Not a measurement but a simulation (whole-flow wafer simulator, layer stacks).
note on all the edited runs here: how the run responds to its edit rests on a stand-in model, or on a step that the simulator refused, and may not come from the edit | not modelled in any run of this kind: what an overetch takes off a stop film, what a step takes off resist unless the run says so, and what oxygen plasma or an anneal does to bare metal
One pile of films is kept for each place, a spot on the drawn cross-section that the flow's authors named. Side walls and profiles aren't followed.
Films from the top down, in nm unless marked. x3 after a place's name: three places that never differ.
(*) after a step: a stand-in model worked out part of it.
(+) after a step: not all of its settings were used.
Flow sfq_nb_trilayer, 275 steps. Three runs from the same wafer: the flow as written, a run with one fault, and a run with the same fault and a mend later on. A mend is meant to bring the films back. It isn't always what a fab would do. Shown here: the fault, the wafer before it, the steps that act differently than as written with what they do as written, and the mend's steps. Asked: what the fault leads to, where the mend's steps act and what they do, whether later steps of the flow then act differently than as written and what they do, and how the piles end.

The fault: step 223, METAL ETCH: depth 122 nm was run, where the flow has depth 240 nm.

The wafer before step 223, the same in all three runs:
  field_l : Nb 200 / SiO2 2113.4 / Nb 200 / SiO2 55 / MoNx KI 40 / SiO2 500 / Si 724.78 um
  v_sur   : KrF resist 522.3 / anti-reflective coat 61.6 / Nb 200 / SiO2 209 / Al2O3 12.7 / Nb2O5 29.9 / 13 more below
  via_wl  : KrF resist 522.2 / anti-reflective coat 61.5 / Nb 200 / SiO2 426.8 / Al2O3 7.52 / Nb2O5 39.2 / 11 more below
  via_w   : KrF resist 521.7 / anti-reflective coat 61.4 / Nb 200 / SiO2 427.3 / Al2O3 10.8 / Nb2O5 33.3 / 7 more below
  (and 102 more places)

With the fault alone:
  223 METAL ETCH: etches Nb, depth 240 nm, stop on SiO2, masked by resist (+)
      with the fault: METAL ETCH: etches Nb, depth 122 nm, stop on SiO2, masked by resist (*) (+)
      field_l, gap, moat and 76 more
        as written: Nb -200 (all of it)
        with the fault: Nb -122
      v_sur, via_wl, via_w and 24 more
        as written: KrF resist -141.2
        with the fault: KrF resist -71.8
  Later steps of the flow that act differently than as written:
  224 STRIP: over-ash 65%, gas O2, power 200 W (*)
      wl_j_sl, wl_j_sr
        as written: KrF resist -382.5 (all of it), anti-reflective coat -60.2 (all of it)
        with the fault: KrF resist -451.9 (all of it), anti-reflective coat -60.2 (all of it)
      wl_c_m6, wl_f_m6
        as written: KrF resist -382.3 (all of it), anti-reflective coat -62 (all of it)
        with the fault: KrF resist -451.7 (all of it), anti-reflective coat -62 (all of it)
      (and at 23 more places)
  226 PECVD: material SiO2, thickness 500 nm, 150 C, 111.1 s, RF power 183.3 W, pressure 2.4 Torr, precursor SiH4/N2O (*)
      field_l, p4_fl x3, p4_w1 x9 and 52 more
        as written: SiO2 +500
        with the fault: SiO2 +500 (new film)
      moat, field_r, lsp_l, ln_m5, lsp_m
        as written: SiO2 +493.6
        with the fault: SiO2 +500 (new film)
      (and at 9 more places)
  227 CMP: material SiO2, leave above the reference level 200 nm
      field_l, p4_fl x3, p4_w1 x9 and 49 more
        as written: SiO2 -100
        with the fault: SiO2 -178
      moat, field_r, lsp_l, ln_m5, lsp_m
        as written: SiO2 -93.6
        with the fault: SiO2 -178
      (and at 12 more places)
  At the end the piles differ from the flow's by more than 2% or 0.5 nm, whichever is larger, at field_l, gap, moat and 76 more.
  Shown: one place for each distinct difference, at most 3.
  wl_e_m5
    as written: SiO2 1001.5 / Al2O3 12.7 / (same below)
    with the fault: SiO2 714.5 / Nb 78 / SiO2 209 / Al2O3 12.7 / (same below)
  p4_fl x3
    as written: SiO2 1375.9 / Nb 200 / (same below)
    with the fault: SiO2 714.5 / Nb 78 / SiO2 583.4 / Nb 200 / (same below)
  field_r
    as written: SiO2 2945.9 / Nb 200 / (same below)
    with the fault: SiO2 714.5 / Nb 78 / SiO2 2153.4 / Nb 200 / (same below)

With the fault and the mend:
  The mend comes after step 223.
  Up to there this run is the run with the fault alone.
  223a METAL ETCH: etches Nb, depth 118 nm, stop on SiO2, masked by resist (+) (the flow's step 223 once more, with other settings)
      field_l, gap, moat and 76 more
        Nb -78 (all of it)
      v_sur, via_wl, via_w and 24 more
        KrF resist -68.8
  No later step of the flow acts differently than as written, at any place that is followed, by more than 2% or 0.5 nm, whichever is larger.
  At the end the piles are the same as the flow's at every place that both follow.
